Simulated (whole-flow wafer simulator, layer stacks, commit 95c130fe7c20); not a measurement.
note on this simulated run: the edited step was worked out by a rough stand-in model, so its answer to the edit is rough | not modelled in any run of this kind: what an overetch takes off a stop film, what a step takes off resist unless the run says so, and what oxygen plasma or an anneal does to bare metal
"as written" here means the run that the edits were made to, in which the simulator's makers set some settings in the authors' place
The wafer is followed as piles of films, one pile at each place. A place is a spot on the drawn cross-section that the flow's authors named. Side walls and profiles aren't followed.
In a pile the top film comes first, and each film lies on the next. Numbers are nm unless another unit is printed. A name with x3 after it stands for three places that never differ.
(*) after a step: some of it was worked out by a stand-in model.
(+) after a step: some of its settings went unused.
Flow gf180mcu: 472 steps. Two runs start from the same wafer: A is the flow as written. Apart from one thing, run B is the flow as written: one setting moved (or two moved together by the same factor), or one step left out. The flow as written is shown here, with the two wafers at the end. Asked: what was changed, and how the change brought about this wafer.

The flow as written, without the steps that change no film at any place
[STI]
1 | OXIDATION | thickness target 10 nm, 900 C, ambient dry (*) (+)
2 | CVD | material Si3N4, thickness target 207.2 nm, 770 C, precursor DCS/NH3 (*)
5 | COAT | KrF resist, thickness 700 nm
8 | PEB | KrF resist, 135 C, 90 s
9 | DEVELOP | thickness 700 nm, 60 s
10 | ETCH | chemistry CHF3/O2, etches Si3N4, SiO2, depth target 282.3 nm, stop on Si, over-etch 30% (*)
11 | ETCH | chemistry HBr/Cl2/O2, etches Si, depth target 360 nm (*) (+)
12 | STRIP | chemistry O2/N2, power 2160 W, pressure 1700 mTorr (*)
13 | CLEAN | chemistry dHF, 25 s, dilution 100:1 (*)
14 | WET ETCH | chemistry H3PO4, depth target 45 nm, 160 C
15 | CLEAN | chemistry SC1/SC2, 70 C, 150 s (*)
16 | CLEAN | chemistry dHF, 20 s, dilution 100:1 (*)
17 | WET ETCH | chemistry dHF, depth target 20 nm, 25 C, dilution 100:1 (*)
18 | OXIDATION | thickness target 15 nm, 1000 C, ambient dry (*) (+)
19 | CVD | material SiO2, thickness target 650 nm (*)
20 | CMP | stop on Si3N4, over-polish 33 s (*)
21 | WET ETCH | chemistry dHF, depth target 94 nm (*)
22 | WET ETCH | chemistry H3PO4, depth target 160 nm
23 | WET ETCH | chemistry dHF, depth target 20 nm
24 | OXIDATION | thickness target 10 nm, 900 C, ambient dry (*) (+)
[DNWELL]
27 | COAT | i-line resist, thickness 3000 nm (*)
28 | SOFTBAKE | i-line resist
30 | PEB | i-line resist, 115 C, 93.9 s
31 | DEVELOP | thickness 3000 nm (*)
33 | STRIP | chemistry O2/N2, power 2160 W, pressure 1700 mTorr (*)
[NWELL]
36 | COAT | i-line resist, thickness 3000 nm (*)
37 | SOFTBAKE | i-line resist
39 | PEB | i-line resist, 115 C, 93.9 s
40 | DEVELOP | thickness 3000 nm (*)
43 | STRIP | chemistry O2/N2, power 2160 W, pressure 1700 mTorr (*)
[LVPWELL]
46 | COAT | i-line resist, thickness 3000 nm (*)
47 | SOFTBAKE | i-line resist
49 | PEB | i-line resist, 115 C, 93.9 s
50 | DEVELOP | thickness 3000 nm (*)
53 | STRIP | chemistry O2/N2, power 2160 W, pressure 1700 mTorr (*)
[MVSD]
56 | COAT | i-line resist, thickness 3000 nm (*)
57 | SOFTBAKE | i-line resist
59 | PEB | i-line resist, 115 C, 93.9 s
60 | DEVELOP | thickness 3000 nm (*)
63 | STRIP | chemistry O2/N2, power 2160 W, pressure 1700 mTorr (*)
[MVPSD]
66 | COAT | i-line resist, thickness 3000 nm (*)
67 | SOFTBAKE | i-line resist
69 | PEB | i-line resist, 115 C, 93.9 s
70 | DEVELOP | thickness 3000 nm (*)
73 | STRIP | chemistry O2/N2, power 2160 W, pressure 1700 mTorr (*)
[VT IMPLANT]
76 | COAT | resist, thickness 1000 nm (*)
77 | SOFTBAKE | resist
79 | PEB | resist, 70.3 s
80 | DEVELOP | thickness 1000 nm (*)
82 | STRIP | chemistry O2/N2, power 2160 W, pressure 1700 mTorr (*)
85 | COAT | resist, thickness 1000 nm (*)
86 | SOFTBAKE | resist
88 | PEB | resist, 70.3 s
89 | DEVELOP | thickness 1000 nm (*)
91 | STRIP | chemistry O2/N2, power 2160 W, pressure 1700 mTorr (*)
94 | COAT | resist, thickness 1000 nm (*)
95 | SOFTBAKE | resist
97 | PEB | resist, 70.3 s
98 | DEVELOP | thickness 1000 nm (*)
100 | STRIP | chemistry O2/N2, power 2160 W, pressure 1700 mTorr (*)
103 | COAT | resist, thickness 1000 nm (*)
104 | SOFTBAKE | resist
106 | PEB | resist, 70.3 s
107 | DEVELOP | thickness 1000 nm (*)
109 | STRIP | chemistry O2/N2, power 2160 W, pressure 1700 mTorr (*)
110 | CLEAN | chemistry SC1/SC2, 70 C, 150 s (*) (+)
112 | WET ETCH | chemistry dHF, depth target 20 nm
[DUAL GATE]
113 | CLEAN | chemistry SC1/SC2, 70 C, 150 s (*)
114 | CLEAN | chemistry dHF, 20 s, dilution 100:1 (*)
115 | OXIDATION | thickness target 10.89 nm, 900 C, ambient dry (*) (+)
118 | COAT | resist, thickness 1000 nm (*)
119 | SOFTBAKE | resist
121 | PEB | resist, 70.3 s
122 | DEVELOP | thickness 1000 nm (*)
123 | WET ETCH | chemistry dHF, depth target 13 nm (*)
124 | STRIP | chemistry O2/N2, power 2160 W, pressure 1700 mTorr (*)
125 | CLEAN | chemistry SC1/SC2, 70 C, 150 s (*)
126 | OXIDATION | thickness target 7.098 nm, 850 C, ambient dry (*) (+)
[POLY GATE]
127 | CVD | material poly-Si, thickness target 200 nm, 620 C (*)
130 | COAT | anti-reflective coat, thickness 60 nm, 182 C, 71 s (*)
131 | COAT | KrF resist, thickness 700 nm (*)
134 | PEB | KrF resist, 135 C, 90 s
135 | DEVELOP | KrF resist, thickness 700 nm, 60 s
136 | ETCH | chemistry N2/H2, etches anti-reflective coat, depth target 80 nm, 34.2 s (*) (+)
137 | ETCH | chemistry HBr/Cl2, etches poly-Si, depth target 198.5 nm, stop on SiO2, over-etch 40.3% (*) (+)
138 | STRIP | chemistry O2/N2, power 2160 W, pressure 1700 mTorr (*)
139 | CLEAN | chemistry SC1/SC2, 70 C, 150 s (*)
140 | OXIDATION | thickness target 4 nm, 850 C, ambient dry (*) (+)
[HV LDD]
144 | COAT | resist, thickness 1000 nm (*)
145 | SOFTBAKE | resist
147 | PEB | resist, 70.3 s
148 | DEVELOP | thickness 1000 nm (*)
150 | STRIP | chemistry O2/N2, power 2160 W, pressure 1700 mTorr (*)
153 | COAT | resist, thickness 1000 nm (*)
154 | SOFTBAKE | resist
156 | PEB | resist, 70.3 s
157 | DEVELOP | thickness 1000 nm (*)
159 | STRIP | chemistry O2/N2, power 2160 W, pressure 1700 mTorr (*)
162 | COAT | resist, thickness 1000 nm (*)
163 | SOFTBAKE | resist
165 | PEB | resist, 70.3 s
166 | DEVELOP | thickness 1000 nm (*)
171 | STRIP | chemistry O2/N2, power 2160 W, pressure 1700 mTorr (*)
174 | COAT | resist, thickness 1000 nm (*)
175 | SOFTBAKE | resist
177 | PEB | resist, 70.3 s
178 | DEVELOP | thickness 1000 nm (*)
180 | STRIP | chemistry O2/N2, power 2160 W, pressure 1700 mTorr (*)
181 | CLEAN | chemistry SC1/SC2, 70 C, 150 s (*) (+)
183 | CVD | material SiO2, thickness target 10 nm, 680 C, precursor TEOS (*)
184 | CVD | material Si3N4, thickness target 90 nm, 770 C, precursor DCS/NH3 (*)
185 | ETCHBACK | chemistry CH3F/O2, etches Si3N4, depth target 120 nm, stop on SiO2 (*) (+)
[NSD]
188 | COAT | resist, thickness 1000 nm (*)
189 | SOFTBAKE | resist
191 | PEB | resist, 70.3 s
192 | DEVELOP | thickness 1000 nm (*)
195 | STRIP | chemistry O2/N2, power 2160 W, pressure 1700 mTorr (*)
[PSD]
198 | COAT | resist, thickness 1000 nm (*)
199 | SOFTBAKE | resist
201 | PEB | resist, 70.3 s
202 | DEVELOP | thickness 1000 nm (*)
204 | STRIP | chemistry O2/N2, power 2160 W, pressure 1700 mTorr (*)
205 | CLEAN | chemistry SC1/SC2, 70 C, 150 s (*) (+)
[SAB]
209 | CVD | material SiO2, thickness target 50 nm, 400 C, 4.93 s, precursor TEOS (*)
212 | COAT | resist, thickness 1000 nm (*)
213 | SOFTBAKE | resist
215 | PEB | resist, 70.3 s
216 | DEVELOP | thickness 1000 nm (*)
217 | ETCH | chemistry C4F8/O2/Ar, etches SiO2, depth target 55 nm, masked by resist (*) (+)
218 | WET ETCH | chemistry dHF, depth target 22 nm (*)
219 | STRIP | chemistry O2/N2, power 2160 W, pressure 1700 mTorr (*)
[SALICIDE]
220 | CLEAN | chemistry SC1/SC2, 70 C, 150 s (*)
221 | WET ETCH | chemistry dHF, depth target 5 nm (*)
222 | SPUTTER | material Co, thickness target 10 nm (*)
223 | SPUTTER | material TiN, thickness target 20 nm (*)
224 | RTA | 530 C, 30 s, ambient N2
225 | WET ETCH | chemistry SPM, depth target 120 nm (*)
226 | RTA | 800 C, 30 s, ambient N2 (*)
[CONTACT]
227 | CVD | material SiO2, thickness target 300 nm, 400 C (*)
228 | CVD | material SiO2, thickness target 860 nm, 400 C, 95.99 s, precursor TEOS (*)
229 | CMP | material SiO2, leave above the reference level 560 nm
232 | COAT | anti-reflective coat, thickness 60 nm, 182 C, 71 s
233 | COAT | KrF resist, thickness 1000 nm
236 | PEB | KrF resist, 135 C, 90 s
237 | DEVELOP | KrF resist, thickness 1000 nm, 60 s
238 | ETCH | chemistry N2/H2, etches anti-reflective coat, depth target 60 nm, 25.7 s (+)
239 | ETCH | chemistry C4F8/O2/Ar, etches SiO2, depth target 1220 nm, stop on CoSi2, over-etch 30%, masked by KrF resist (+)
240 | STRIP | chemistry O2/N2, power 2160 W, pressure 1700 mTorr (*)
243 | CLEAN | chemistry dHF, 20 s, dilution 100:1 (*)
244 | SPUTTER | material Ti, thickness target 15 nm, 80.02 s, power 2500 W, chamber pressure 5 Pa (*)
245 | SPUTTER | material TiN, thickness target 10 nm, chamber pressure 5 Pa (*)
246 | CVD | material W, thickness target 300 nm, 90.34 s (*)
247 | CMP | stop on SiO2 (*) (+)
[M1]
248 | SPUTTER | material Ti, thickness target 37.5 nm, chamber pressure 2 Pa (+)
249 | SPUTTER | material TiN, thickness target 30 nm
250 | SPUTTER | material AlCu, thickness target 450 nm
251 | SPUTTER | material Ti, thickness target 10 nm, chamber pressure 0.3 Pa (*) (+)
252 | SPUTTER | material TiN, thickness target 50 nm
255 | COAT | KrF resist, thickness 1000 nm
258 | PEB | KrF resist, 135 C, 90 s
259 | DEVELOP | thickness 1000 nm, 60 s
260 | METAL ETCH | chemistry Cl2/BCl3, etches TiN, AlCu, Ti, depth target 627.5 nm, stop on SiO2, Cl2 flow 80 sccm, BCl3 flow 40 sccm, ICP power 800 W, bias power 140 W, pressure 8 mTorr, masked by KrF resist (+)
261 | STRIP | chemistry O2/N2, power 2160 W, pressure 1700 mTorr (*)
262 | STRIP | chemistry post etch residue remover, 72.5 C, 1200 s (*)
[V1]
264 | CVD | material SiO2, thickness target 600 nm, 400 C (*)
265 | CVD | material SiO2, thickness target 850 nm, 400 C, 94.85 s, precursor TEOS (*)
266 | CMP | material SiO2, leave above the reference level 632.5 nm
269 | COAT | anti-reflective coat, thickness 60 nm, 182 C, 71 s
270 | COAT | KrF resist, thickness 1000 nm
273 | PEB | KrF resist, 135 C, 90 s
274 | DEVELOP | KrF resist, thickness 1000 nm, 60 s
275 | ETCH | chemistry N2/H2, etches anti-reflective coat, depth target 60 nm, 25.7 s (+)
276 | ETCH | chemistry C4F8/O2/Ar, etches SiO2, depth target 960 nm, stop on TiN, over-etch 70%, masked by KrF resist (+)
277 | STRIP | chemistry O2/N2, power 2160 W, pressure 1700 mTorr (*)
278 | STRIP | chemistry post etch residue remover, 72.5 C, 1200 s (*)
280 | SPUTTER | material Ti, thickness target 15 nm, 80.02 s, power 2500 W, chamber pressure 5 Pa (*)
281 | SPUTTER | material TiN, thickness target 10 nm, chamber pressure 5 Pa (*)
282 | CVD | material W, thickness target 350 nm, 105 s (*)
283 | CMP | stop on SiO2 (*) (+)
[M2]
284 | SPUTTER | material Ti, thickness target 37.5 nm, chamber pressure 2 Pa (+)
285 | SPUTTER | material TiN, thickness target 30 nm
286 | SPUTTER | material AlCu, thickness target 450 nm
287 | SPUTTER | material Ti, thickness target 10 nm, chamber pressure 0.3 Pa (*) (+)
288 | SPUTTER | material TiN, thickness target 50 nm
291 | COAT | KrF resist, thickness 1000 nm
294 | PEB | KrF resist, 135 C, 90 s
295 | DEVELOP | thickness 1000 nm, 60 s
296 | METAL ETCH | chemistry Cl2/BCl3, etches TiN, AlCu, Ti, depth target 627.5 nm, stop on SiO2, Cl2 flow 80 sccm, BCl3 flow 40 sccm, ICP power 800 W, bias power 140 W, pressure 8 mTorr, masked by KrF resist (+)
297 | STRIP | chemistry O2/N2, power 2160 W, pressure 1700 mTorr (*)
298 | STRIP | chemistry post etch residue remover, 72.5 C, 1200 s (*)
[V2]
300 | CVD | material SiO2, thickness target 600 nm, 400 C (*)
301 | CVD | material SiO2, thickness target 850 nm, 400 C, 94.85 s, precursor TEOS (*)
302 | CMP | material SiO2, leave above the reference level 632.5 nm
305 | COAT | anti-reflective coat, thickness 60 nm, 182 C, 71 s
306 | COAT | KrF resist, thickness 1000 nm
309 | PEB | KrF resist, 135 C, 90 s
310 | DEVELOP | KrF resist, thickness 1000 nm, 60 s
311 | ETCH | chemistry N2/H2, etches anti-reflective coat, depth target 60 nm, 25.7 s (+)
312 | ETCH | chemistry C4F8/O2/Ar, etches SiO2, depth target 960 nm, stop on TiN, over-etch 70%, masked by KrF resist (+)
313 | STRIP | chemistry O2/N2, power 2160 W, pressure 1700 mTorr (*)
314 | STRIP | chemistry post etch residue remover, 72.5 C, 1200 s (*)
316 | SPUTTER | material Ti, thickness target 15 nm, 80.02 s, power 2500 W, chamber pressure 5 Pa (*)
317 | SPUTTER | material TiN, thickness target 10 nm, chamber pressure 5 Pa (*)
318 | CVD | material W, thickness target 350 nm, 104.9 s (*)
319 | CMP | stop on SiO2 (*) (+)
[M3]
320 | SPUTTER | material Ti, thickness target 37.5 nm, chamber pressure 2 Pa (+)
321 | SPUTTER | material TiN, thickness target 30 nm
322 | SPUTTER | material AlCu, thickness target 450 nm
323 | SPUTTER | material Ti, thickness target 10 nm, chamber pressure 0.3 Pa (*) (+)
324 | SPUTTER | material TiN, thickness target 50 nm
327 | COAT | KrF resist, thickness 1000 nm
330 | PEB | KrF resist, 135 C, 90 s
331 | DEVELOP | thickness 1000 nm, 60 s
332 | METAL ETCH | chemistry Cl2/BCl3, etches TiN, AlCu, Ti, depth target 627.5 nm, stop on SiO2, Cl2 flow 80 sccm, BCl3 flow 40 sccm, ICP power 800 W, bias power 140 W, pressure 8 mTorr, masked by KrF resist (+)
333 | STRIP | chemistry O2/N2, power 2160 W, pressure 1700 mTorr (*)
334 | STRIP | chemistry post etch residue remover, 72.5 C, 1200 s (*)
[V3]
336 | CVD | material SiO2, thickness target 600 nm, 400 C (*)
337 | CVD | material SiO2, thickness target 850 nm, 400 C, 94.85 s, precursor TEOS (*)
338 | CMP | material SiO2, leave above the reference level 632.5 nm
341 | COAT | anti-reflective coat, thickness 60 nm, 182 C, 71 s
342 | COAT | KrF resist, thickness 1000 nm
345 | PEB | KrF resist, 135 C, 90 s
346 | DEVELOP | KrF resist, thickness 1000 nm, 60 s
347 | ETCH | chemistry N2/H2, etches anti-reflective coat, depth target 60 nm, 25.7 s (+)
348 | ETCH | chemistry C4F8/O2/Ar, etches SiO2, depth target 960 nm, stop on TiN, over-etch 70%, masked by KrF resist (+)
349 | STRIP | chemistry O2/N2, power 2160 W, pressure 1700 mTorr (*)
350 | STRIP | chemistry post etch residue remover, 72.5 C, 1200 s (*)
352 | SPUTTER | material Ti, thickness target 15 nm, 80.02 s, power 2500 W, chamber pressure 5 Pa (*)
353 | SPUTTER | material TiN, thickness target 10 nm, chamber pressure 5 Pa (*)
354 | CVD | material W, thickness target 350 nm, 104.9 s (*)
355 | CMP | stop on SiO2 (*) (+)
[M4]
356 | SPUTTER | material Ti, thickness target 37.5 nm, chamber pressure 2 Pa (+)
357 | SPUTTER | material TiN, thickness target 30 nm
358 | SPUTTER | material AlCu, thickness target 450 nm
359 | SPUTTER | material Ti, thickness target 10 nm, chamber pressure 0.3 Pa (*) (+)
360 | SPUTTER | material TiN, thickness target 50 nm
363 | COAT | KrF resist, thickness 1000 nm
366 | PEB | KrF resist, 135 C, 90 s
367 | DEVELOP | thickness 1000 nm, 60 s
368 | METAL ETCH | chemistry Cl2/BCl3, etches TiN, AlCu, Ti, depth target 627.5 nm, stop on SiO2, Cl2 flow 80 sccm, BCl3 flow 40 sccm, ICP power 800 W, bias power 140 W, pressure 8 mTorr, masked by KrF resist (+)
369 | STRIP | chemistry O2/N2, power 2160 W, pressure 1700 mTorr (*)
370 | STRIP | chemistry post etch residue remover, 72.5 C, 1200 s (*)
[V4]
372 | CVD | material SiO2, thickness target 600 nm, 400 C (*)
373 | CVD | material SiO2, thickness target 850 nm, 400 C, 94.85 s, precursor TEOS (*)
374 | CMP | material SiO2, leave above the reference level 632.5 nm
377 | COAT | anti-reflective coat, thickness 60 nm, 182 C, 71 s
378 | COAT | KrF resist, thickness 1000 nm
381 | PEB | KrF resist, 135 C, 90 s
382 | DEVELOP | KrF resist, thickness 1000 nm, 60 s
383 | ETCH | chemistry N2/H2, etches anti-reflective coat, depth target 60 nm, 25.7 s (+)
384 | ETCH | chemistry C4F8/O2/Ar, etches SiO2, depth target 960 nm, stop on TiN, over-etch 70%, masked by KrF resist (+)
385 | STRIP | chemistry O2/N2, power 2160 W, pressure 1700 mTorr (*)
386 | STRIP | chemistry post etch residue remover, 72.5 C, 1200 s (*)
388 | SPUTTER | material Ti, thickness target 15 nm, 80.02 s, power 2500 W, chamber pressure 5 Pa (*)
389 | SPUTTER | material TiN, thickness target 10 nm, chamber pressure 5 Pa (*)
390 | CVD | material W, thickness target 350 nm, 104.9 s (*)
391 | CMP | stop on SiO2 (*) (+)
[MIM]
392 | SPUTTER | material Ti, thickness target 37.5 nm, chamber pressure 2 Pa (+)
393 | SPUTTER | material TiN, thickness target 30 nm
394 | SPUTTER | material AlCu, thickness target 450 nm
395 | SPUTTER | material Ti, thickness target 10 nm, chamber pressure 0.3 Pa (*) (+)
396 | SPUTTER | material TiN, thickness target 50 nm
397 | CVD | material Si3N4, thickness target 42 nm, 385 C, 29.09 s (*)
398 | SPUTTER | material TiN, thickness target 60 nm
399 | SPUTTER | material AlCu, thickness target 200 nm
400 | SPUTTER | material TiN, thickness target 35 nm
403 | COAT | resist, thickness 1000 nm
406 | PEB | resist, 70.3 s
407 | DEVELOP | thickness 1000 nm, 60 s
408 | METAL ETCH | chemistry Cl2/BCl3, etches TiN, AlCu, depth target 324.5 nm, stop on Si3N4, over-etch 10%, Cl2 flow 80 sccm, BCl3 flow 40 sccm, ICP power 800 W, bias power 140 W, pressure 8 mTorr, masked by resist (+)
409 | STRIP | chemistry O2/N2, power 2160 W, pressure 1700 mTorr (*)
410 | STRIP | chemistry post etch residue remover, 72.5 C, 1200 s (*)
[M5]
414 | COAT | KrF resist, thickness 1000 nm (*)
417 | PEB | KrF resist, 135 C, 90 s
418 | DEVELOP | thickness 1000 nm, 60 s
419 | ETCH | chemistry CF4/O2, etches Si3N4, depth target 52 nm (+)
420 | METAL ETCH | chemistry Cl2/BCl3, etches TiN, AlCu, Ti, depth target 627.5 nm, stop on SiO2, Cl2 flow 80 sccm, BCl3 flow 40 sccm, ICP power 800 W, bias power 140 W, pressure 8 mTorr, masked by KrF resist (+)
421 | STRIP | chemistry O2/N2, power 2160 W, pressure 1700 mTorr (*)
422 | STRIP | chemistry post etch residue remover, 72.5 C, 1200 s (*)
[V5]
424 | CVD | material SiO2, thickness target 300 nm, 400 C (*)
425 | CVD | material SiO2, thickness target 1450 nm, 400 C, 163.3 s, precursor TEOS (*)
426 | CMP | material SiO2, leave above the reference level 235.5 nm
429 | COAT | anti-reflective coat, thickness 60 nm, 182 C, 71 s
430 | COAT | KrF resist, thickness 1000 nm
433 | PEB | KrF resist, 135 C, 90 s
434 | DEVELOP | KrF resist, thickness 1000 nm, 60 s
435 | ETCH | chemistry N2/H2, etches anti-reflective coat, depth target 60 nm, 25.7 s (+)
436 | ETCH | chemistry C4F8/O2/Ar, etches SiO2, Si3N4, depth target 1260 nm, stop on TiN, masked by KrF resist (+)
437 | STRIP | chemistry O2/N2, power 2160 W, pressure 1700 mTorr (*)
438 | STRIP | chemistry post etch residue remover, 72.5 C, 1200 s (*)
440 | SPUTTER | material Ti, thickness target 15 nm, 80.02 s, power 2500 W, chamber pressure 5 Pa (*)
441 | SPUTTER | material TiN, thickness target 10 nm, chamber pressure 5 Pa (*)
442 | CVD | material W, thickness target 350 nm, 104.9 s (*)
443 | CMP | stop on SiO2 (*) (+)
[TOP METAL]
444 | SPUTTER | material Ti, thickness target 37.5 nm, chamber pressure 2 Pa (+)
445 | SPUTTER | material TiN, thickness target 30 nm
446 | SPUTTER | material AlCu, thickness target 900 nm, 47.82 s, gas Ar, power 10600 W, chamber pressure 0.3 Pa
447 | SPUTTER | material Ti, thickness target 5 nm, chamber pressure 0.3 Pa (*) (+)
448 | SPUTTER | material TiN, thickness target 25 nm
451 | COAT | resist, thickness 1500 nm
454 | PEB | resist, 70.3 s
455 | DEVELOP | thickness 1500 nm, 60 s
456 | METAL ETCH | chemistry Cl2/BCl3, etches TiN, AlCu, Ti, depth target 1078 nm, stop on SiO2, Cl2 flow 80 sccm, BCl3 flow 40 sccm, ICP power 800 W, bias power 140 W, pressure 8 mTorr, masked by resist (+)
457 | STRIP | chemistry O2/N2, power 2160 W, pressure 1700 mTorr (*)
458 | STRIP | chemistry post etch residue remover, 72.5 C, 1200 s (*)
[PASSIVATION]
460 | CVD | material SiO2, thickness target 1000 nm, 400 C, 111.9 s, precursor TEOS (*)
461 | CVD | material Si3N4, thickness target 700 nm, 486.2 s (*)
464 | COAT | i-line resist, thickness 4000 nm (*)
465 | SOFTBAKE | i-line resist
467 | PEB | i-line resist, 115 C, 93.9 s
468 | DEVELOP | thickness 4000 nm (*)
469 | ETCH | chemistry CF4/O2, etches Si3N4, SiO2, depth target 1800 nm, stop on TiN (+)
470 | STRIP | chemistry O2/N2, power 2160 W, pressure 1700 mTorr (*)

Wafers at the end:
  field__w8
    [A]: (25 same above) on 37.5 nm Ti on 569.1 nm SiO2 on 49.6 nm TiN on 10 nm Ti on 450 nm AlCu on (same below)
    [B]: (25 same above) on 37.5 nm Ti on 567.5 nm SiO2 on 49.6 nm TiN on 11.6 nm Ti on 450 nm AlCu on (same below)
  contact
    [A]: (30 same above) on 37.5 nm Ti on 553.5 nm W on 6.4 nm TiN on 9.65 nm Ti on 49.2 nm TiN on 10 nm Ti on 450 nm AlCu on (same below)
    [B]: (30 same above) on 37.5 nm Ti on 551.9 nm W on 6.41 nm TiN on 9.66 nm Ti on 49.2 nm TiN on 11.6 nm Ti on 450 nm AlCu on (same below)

What caused this: step 287, SPUTTER: thickness target 11.6 nm was run, while the flow as written has thickness target 10 nm.
One can read it off the wafer: field__w8 has Ti 11.6, and step 287 as written asks for 10 nm.

How this came from the change, step by step:
  287 | SPUTTER | material Ti, thickness target 10 nm, chamber pressure 0.3 Pa (*) (+)
      field, field__w1, field__w2 and 108 more: A Ti gains 10 (new film) | B Ti gains 11.6 (new film)
  296 | METAL ETCH | chemistry Cl2/BCl3, etches TiN, AlCu, Ti, depth target 627.5 nm, stop on SiO2, Cl2 flow 80 sccm, BCl3 flow 40 sccm, ICP power 800 W, bias power 140 W, pressure 8 mTorr, masked by KrF resist (+)
      field, field__w1, field__w2 and 103 more: A TiN loses 50 (all of it), Ti loses 10 (all of it), AlCu loses 450 (all of it), TiN loses 30 (all of it), Ti loses 37.5 (all of it) | B TiN loses 50 (all of it), Ti loses 11.6 (all of it), AlCu loses 450 (all of it), TiN loses 30 (all of it), Ti loses 37.5 (all of it)
